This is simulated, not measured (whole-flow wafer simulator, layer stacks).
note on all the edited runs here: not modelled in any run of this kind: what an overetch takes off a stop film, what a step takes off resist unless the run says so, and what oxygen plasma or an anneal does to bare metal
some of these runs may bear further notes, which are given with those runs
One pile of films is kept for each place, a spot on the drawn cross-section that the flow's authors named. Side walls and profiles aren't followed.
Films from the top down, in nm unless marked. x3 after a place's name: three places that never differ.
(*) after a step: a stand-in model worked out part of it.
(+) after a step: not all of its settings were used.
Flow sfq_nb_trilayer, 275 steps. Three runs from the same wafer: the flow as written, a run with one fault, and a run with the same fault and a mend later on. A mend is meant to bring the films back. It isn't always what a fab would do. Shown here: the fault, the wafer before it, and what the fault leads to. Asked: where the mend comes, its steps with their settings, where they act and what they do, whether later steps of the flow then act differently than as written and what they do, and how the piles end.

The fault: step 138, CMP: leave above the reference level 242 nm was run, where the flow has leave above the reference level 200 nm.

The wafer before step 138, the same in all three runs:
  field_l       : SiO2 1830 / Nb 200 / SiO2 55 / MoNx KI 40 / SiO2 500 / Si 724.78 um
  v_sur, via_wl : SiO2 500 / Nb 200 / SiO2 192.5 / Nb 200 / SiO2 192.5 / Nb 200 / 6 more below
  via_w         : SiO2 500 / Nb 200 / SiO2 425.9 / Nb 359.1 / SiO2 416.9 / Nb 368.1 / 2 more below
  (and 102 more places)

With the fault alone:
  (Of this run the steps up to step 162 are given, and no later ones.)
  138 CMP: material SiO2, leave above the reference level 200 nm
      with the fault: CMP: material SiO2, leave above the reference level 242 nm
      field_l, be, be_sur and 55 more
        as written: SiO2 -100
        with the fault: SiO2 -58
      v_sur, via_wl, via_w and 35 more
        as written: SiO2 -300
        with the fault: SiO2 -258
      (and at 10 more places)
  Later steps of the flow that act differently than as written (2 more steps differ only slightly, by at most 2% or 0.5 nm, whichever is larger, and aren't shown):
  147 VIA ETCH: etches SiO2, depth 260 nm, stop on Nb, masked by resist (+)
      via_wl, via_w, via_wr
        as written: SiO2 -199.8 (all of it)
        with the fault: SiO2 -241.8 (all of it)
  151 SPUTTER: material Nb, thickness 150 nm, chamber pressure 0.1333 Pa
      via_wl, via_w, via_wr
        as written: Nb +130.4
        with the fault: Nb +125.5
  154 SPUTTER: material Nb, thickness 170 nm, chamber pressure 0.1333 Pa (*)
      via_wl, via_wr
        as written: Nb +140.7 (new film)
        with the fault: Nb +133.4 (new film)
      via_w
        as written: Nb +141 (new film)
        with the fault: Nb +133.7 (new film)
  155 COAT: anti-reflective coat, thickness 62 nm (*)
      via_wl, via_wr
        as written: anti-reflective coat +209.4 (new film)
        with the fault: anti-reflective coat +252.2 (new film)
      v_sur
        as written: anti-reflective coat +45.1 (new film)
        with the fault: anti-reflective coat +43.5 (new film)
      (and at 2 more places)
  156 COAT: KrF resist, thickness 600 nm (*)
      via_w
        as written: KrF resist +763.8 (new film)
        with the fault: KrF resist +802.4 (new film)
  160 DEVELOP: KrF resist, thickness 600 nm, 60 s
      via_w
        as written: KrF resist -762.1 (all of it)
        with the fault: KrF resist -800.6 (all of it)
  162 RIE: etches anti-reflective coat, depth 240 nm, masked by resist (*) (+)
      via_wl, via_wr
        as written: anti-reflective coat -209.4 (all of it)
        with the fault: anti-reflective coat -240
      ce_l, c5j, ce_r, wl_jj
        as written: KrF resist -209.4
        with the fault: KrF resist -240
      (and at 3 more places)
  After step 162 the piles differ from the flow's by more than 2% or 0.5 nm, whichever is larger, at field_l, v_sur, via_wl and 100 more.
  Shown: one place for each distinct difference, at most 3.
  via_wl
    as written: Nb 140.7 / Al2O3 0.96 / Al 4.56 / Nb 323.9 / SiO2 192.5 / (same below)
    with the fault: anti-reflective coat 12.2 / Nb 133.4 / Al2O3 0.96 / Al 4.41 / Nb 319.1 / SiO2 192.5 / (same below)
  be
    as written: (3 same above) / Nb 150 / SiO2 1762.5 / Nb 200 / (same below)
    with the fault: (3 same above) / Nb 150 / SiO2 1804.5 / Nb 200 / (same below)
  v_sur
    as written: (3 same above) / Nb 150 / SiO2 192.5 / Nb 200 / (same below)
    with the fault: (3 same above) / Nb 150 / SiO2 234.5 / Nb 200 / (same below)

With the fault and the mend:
  The mend comes after step 145.
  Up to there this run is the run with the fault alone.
  145a STRIP: over-ash 65%, gas O2, power 200 W (*)
      field_l, v_sur, via_sp and 100 more
        KrF resist -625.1 (all of it), anti-reflective coat -62 (all of it)
      via_wl, via_w, via_wr
        anti-reflective coat -62 (all of it)
  145b CMP: material SiO2, leave above the reference level 200 nm (the flow's step 138 once more)
      field_l, v_sur, via_wl and 103 more
        SiO2 -42
  145c COAT: anti-reflective coat, thickness 62 nm (the flow's step 140 once more)
      field_l, v_sur, via_wl and 103 more
        anti-reflective coat +62 (new film)
  145d COAT: KrF resist, thickness 650 nm (the flow's step 141 once more)
      field_l, v_sur, via_wl and 103 more
        KrF resist +650 (new film)
  145e SOFTBAKE: KrF resist (the flow's step 142 once more)
      changes no film at any place that is followed
  145f EXPOSE: photomask I4, dose 11.93 mJ/cm2, NA 0.6, wavelength 248 nm (*) (the flow's step 143 once more)
      changes no film at any place that is followed
  145g PEB: KrF resist, 90 s (the flow's step 144 once more)
      field_l, v_sur, via_wl and 103 more
        KrF resist -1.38
  145h DEVELOP: KrF resist, thickness 650 nm, 60 s (the flow's step 145 once more)
      field_l, v_sur, via_sp and 100 more
        KrF resist -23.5
      via_wl, via_w, via_wr
        KrF resist -648.6 (all of it)
  No later step of the flow acts differently than as written at any place that is followed.
  At the end the piles are the same as the flow's at every place that both follow.
